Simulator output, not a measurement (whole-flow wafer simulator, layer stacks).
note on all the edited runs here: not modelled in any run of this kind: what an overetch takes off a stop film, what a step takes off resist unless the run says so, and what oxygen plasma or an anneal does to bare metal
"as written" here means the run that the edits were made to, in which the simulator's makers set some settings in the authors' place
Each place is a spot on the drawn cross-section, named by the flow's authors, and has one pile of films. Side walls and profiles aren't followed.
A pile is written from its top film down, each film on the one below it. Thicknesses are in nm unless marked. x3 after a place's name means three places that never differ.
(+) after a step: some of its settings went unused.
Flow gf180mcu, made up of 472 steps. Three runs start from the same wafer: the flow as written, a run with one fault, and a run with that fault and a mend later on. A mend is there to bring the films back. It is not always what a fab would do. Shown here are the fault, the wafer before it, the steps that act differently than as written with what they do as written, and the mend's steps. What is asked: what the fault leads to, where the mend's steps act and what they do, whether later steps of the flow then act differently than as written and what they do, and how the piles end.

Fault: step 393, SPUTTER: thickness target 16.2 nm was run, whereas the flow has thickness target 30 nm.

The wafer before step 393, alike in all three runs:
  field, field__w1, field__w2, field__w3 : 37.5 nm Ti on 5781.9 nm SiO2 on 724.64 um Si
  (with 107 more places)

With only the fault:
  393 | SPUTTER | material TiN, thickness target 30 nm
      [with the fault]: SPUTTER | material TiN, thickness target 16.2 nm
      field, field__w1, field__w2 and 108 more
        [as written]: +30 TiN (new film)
        [with the fault]: +16.2 TiN (new film)
  Steps further on in the flow that do not act as written (1 other step is not shown; it differs only slightly, by no more than 2% or 0.5 nm, whichever is larger):
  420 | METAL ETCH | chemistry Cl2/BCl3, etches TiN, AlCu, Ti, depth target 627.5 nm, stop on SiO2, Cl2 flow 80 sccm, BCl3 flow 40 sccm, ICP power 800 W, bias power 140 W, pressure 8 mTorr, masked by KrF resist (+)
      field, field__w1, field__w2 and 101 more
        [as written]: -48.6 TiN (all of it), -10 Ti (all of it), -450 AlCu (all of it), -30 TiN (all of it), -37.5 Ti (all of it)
        [with the fault]: -48.6 TiN (all of it), -10 Ti (all of it), -450 AlCu (all of it), -16.2 TiN (all of it), -37.5 Ti (all of it)
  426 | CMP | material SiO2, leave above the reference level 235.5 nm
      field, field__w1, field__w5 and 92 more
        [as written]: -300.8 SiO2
        [with the fault]: -314.6 SiO2
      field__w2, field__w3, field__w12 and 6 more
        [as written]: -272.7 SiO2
        [with the fault]: -287.1 SiO2
  At field__w4, field__w8, contact, m1, m1__w1, mim, mim_1p0, m1_nw, the piles at the end differ from the flow's by more than 2% or 0.5 nm, whichever is larger.
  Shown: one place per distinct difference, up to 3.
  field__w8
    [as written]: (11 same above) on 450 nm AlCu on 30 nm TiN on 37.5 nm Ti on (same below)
    [with the fault]: (11 same above) on 450 nm AlCu on 16.2 nm TiN on 37.5 nm Ti on (same below)
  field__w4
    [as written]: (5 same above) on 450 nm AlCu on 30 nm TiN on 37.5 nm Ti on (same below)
    [with the fault]: (5 same above) on 450 nm AlCu on 16.2 nm TiN on 37.5 nm Ti on (same below)
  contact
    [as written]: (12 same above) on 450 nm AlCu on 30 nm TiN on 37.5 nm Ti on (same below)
    [with the fault]: (12 same above) on 450 nm AlCu on 16.2 nm TiN on 37.5 nm Ti on (same below)

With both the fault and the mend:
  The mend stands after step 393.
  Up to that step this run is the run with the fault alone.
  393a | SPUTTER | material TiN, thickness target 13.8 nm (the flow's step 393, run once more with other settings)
      field, field__w1, field__w2 and 108 more
        +13.8 TiN
  Every later step of the flow that is run acts as written at every place that is followed.
  By the end, the piles equal the flow's at every place that both follow.
